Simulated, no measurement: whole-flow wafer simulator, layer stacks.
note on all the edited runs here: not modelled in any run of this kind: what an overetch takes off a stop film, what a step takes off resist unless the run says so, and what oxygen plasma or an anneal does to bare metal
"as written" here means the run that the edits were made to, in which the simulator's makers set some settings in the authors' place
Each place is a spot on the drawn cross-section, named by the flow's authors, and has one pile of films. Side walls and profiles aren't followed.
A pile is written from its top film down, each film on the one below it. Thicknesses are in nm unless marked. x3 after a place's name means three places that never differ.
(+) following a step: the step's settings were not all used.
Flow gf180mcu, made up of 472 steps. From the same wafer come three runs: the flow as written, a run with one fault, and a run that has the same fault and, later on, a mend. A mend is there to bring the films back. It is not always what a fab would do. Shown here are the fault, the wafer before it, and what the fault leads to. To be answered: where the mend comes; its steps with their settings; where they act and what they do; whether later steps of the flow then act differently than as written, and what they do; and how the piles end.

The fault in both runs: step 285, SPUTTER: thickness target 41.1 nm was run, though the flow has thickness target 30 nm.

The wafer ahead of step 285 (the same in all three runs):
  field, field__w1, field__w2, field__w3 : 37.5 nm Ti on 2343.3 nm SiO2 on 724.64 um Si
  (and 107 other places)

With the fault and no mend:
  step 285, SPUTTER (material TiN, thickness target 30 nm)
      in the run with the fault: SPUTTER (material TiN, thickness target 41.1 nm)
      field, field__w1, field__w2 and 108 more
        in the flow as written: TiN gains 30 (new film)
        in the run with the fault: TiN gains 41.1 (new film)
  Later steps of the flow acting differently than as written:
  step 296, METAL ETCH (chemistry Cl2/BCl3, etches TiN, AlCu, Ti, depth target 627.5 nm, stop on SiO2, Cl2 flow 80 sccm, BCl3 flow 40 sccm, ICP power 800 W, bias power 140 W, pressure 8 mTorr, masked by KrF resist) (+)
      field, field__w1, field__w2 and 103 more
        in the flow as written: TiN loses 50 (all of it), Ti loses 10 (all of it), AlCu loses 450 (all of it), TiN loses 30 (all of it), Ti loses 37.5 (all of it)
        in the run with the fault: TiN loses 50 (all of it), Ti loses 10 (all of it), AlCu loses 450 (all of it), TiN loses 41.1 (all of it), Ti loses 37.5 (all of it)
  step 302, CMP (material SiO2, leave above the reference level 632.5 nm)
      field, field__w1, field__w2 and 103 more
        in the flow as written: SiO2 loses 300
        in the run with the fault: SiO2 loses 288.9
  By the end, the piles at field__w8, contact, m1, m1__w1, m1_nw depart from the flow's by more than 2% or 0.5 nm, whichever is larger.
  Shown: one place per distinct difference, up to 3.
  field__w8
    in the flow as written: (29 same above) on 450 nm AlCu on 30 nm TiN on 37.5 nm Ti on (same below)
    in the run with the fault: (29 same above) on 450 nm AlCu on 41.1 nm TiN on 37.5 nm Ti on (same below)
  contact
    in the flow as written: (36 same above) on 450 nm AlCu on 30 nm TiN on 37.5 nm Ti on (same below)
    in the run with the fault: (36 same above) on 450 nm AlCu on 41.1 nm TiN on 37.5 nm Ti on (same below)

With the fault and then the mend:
  After step 285 comes the mend.
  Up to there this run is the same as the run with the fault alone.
  step 285a, METAL ETCH (chemistry Cl2/BCl3, etches TiN, AlCu, Ti, depth target 11.1 nm, Cl2 flow 80 sccm, BCl3 flow 40 sccm, ICP power 800 W, bias power 140 W, pressure 8 mTorr) (the flow's step 260 again, with other settings)
      field, field__w1, field__w2 and 108 more
        TiN loses 11.1
  None of the later steps of the flow acts differently than as written at any place that is followed.
  By the end, the piles equal the flow's at every place that both follow.
